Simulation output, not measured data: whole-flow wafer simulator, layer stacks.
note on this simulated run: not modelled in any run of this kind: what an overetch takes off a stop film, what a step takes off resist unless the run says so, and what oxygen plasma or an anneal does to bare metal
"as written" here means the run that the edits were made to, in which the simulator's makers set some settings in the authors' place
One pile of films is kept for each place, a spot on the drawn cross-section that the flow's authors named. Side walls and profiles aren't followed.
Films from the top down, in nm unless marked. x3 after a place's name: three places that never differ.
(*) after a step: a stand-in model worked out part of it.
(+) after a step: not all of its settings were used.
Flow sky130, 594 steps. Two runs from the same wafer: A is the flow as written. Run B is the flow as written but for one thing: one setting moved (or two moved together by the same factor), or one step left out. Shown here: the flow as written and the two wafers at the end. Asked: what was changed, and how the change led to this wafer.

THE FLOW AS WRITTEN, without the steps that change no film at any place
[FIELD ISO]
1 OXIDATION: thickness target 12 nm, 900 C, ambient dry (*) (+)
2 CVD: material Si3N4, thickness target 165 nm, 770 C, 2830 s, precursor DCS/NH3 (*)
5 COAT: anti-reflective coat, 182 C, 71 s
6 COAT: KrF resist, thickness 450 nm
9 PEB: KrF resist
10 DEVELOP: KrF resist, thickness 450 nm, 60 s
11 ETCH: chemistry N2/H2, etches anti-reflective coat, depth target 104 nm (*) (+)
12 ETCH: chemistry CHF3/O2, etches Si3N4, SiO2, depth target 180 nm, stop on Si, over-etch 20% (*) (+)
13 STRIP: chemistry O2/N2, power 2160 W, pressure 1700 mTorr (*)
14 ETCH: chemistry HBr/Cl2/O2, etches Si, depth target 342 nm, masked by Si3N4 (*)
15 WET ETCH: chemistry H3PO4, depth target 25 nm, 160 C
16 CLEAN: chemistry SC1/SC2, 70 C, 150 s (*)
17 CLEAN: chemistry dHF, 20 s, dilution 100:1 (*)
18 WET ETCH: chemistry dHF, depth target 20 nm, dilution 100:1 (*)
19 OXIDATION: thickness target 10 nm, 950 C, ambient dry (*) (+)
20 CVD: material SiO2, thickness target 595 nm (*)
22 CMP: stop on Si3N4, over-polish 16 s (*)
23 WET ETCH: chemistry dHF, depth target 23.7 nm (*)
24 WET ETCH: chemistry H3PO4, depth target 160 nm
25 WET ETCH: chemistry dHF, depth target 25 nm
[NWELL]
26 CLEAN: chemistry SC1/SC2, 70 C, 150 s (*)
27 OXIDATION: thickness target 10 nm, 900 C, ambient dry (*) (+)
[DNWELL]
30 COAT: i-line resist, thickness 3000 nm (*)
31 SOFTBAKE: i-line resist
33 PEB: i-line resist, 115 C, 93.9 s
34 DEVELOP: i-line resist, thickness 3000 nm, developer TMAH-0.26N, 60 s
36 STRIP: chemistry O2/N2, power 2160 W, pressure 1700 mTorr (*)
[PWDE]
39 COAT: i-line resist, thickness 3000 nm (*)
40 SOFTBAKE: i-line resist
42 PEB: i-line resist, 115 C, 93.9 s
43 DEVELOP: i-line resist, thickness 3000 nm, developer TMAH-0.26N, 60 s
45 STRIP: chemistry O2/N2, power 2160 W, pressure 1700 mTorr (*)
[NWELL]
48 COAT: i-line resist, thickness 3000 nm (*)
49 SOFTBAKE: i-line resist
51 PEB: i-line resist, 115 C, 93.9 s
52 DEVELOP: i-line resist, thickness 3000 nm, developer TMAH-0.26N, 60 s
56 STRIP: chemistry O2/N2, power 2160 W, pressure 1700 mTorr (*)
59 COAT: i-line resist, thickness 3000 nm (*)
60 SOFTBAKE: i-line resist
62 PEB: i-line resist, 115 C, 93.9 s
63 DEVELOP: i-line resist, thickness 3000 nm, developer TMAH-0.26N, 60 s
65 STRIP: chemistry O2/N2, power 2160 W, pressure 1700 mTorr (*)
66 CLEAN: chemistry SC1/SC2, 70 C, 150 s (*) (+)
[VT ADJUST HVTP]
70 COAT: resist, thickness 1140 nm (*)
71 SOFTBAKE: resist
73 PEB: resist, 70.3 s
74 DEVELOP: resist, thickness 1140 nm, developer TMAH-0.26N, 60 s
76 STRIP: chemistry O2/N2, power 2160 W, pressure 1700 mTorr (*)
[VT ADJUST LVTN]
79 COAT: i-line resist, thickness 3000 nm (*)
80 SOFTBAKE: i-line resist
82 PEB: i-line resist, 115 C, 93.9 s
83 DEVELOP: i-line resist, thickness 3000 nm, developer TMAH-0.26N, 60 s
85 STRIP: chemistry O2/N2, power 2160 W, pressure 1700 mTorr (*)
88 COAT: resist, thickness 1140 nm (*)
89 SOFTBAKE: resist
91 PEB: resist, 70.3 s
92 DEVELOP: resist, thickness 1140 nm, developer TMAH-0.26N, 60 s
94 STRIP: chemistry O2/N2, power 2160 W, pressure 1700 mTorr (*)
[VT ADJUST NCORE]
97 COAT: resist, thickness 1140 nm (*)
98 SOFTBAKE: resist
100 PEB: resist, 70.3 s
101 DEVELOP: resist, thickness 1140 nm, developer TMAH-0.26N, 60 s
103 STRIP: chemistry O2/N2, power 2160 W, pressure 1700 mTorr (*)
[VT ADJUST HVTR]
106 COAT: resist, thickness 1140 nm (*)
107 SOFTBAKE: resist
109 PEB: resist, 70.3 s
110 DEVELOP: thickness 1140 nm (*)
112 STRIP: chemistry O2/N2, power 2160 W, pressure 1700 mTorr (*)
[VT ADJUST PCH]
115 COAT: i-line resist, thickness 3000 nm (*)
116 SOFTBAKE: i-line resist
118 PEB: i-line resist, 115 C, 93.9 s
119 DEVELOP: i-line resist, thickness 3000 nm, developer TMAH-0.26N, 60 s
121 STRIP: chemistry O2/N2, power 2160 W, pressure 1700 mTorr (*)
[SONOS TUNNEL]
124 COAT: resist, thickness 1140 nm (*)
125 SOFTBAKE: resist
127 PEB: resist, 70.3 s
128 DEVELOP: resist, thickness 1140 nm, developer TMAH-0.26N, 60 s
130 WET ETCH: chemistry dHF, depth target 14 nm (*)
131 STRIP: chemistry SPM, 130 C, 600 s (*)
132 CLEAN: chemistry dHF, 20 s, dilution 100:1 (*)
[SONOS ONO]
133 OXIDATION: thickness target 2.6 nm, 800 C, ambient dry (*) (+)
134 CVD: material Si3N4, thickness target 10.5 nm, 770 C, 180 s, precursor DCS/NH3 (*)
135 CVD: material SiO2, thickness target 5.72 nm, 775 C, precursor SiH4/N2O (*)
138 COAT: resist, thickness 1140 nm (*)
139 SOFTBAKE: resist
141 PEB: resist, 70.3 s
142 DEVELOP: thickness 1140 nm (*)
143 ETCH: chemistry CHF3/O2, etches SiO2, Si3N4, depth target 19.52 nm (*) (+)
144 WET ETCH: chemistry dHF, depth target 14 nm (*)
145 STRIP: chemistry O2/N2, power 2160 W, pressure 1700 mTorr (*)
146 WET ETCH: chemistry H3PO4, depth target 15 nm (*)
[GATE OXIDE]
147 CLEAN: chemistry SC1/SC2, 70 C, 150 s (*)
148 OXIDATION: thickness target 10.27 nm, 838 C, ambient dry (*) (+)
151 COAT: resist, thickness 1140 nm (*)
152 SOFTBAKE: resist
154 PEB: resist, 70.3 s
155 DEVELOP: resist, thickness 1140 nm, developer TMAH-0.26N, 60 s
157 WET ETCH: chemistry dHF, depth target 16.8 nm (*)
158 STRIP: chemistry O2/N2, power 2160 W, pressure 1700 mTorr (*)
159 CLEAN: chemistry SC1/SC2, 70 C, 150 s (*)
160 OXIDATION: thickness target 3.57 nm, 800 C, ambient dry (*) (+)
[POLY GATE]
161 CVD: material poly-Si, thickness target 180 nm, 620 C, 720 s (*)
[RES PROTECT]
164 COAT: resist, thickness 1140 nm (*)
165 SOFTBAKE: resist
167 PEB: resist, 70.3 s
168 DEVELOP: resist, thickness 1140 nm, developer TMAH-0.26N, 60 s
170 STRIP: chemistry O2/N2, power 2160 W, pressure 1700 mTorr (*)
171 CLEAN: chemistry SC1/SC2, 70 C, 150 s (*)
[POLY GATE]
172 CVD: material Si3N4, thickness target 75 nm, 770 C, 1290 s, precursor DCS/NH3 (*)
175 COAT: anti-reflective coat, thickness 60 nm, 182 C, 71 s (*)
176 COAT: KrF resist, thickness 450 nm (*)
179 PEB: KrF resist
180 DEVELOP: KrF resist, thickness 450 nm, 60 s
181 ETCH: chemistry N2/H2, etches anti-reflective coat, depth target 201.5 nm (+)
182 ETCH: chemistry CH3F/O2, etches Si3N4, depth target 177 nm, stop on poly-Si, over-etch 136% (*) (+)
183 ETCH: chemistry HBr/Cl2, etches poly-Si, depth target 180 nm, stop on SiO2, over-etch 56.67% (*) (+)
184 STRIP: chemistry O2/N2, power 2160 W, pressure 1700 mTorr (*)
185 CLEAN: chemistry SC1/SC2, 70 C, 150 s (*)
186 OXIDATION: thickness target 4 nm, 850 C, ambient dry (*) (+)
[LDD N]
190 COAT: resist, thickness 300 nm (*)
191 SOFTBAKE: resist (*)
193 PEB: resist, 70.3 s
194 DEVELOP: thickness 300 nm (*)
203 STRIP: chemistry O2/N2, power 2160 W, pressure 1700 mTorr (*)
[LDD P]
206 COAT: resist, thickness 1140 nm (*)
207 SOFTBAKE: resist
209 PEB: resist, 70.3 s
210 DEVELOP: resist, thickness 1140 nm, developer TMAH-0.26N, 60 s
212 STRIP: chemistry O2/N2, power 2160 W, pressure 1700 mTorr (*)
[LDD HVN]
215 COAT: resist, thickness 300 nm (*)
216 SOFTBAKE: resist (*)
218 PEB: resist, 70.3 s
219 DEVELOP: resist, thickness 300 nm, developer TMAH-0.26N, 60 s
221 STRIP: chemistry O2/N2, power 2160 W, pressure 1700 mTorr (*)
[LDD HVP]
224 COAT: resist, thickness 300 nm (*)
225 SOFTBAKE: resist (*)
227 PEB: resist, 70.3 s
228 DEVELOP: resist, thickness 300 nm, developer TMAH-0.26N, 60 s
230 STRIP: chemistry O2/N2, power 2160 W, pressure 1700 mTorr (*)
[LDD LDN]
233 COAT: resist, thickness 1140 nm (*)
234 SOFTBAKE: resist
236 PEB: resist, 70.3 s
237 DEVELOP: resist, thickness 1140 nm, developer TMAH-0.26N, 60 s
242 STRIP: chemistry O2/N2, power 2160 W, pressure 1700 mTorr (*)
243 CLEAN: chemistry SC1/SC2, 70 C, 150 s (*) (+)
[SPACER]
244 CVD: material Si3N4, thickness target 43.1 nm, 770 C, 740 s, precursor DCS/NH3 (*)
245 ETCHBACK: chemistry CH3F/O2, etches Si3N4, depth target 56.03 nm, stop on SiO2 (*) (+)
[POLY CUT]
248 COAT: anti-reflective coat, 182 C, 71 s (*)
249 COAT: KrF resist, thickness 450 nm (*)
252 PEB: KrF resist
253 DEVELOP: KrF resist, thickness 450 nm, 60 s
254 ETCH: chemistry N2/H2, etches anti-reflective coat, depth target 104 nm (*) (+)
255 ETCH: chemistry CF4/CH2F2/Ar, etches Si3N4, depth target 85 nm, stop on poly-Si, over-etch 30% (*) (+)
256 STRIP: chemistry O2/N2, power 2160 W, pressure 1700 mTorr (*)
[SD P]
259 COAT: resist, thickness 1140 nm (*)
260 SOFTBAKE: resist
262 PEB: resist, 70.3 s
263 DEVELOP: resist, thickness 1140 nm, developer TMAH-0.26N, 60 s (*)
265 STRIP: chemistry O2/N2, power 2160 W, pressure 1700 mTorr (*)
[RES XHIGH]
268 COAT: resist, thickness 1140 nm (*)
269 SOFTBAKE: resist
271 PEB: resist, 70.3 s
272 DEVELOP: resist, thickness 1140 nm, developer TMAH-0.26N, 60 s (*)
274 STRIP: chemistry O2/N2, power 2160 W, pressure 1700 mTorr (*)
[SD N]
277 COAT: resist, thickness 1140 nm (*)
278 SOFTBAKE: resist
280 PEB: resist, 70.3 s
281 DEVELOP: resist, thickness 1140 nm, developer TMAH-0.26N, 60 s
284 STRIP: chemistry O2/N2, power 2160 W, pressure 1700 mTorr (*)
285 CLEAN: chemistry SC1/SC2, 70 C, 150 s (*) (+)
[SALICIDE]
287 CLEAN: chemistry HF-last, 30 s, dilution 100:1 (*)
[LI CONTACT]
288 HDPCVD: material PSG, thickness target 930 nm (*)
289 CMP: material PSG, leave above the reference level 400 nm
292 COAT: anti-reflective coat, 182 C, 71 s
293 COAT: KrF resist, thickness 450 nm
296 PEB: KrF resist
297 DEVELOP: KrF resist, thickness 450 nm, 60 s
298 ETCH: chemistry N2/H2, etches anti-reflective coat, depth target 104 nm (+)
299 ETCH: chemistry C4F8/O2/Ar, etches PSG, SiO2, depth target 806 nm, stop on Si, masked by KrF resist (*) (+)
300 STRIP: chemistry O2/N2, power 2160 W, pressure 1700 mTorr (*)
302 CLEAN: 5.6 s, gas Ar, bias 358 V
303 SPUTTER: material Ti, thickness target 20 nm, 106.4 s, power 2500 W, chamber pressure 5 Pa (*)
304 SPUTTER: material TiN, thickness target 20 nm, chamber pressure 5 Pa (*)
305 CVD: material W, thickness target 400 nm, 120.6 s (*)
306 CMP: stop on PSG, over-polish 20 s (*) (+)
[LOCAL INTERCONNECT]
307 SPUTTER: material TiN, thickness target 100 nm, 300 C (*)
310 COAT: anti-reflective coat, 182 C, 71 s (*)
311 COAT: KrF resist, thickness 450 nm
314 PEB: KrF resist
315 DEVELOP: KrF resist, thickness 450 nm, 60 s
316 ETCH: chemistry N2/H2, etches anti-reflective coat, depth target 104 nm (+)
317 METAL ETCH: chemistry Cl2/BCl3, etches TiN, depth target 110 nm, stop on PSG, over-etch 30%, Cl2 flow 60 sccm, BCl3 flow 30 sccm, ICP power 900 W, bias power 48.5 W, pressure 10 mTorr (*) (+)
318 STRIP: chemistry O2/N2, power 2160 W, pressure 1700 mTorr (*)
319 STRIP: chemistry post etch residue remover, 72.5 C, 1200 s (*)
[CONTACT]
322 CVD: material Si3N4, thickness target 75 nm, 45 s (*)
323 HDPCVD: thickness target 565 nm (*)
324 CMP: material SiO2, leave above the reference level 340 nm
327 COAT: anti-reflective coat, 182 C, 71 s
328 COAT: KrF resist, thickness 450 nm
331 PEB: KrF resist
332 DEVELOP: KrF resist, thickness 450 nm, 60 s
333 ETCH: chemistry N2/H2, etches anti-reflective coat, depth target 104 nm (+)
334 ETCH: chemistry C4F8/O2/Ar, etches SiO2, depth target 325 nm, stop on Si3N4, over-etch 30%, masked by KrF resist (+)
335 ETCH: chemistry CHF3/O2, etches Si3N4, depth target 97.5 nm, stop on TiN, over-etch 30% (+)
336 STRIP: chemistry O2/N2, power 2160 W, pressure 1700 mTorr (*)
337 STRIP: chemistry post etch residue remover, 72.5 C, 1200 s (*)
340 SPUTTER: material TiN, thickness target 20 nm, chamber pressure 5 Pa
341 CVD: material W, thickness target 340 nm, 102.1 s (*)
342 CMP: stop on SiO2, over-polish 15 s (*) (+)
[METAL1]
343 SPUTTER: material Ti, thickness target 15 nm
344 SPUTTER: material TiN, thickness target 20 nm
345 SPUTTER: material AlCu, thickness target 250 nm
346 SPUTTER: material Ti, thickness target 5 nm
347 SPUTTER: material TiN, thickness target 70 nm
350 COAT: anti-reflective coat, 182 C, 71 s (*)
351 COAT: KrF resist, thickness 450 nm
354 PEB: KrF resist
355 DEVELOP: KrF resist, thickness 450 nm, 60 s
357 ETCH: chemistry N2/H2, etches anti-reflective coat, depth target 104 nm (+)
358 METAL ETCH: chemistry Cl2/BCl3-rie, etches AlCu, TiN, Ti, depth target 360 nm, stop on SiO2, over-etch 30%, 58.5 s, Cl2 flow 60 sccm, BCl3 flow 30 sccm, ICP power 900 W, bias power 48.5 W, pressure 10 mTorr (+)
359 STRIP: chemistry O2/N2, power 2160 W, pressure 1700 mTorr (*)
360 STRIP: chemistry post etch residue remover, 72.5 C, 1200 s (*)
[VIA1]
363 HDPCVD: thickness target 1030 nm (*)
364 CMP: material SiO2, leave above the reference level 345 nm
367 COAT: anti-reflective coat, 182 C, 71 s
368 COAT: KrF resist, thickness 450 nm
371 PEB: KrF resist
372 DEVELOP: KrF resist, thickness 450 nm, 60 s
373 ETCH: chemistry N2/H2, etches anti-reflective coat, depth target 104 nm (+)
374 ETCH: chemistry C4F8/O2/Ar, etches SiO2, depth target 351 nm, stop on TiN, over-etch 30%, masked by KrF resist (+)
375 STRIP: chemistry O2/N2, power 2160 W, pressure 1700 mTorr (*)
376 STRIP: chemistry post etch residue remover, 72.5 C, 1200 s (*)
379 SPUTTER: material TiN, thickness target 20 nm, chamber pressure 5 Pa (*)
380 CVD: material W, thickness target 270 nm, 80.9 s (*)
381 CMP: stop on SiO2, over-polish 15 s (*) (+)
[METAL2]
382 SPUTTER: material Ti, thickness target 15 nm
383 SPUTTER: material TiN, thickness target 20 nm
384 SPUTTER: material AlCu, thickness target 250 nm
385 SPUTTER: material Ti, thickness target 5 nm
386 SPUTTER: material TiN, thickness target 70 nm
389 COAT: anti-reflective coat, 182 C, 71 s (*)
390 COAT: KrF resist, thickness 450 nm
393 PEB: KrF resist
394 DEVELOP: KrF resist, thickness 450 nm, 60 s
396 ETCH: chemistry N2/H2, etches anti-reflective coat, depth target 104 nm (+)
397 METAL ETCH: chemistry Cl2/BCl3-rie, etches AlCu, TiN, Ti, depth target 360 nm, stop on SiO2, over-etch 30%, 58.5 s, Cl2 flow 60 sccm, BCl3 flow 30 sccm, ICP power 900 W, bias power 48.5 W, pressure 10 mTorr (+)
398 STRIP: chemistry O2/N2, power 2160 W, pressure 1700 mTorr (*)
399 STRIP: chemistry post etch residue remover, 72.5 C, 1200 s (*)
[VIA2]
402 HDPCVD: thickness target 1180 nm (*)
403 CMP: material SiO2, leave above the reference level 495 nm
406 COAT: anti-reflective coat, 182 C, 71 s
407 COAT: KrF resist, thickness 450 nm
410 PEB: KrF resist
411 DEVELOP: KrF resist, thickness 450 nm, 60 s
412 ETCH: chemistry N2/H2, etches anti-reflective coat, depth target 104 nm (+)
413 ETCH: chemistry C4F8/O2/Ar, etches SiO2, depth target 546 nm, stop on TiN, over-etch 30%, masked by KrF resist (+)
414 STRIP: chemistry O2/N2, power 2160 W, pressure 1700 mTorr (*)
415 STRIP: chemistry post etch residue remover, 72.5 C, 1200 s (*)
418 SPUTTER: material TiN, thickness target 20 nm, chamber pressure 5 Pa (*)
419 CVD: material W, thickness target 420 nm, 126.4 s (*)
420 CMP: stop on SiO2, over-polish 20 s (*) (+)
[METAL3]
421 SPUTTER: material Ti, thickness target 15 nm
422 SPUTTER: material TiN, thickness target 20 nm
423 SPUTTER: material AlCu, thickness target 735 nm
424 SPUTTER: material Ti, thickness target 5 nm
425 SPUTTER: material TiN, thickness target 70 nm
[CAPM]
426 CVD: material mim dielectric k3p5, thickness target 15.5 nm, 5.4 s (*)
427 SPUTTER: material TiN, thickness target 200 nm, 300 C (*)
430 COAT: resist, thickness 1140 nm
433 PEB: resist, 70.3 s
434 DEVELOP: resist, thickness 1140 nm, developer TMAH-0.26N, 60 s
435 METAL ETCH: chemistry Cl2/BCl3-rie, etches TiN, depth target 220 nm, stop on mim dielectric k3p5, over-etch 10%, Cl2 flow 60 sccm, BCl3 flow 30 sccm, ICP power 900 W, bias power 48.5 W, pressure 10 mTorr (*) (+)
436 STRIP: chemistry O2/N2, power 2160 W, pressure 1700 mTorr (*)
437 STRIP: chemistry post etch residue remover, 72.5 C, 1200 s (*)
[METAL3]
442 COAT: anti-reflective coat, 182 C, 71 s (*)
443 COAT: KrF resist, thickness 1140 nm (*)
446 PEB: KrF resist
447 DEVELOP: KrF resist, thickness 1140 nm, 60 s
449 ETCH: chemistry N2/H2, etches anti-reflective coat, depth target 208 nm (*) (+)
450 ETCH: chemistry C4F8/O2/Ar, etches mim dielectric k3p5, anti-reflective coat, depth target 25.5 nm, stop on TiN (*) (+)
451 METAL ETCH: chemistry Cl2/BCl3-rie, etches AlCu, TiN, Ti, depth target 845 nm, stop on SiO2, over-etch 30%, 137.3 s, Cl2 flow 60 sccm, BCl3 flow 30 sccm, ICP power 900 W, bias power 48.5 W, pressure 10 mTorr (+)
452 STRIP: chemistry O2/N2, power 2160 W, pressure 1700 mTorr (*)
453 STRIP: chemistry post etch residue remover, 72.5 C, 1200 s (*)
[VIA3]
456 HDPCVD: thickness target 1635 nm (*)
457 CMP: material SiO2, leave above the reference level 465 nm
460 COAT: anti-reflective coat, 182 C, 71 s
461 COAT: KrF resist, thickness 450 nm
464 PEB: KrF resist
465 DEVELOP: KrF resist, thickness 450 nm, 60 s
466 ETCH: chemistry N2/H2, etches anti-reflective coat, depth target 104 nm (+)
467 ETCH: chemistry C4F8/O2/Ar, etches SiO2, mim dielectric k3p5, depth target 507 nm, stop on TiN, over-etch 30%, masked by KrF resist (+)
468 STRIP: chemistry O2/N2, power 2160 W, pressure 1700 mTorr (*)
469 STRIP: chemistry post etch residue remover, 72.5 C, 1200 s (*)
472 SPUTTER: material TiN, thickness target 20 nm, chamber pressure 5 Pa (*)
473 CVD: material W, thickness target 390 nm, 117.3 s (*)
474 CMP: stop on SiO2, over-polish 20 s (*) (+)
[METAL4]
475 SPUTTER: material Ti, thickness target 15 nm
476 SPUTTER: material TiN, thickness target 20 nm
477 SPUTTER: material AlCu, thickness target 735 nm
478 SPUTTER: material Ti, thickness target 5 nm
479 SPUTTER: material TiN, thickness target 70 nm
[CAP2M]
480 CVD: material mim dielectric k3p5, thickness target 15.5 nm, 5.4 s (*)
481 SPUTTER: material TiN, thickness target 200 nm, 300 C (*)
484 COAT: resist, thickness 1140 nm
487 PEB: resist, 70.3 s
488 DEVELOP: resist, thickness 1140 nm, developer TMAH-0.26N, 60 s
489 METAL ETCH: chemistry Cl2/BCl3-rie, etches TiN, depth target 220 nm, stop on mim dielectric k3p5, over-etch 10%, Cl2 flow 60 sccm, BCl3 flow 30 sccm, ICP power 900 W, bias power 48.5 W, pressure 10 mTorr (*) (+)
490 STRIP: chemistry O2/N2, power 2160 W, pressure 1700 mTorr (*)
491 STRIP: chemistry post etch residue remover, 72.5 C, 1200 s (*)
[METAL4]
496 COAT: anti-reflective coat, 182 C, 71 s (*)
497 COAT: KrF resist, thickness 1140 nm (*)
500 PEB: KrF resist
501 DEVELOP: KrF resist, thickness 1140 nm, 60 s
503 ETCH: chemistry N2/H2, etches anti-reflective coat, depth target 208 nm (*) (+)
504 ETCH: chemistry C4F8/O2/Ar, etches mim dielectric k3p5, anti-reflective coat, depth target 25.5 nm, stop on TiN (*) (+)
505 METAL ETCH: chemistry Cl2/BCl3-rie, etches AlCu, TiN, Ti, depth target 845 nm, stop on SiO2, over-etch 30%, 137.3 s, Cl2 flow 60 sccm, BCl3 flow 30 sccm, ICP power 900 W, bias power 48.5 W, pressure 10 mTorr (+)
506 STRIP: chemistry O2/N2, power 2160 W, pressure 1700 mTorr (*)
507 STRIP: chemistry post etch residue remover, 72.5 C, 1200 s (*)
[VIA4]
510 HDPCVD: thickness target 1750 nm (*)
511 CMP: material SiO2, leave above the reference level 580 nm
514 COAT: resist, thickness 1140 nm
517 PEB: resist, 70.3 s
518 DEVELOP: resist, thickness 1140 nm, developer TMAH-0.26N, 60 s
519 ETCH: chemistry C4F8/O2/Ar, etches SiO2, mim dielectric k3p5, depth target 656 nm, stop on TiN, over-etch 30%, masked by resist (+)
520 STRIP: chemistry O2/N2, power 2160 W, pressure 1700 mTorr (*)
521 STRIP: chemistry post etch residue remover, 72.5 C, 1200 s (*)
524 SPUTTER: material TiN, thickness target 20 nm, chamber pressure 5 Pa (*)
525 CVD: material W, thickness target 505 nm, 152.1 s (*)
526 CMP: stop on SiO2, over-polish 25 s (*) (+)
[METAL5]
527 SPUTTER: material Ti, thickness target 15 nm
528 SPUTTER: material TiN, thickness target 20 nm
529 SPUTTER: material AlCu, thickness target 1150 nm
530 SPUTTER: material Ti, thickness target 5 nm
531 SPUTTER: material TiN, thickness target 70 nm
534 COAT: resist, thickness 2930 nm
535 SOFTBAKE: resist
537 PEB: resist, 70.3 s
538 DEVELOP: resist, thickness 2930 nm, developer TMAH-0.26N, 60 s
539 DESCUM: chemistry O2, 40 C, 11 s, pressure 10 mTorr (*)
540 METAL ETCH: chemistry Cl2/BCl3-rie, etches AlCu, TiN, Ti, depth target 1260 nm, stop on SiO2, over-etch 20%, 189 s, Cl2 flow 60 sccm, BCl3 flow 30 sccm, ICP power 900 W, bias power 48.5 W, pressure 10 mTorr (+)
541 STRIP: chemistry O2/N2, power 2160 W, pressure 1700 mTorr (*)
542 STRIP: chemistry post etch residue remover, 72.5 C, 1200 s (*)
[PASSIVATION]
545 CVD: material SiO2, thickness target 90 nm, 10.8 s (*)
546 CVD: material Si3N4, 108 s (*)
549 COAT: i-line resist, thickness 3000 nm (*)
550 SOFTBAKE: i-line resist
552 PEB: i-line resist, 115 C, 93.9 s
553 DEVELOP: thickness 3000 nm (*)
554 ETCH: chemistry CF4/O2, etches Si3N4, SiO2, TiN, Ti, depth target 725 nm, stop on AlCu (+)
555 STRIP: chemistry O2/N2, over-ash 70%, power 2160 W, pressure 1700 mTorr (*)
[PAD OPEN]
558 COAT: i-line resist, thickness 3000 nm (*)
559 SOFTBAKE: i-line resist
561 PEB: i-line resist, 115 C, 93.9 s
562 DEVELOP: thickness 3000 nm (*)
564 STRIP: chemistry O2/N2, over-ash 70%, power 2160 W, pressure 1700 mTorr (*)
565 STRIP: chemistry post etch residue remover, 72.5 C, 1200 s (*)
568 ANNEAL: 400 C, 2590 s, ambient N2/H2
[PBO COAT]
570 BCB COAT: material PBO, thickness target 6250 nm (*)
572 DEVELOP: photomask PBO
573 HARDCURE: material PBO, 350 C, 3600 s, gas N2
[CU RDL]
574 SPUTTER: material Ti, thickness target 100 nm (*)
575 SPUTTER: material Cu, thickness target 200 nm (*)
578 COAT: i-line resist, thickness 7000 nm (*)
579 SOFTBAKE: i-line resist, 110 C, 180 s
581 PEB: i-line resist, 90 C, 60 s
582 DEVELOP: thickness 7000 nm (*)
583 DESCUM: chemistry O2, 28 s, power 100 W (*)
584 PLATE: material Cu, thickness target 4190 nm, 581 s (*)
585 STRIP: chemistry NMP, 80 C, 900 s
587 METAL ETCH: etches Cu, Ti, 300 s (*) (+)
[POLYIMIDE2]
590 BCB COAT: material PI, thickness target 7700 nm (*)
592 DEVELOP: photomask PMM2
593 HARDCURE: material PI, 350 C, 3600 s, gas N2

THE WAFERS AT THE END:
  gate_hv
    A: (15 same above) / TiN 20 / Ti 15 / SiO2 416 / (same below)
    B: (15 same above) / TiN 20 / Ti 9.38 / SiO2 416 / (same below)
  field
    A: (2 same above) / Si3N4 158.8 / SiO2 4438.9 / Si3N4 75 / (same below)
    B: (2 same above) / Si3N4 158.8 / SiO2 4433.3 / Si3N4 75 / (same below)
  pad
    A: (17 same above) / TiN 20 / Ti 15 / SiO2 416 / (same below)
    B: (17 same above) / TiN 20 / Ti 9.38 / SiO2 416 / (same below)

The cause: step 421, SPUTTER: thickness target 9.38 nm was run, where the flow has thickness target 15 nm.
It can be read off the wafer: gate_hv has Ti 9.38, and step 421 as written asks for 15 nm.

How the change led to this, step by step:
  421 SPUTTER: material Ti, thickness target 15 nm
      field, active, n_well and 188 more: A Ti +15 (new film) | B Ti +9.38 (new film)
  451 METAL ETCH: chemistry Cl2/BCl3-rie, etches AlCu, TiN, Ti, depth target 845 nm, stop on SiO2, over-etch 30%, 137.3 s, Cl2 flow 60 sccm, BCl3 flow 30 sccm, ICP power 900 W, bias power 48.5 W, pressure 10 mTorr (+)
      field, gate, spacer and 68 more: A TiN -70 (all of it), Ti -5 (all of it), AlCu -735 (all of it), TiN -20 (all of it), Ti -15 (all of it), SiO2 -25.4 | B TiN -70 (all of it), Ti -5 (all of it), AlCu -735 (all of it), TiN -20 (all of it), Ti -9.38 (all of it), SiO2 -25.9
      active, vpp_ln, vpp_iso2 and 11 more: A TiN -70 (all of it), Ti -5 (all of it), AlCu -735 (all of it), TiN -20 (all of it), Ti -15 (all of it), SiO2 -25.3 | B TiN -70 (all of it), Ti -5 (all of it), AlCu -735 (all of it), TiN -20 (all of it), Ti -9.38 (all of it), SiO2 -25.9
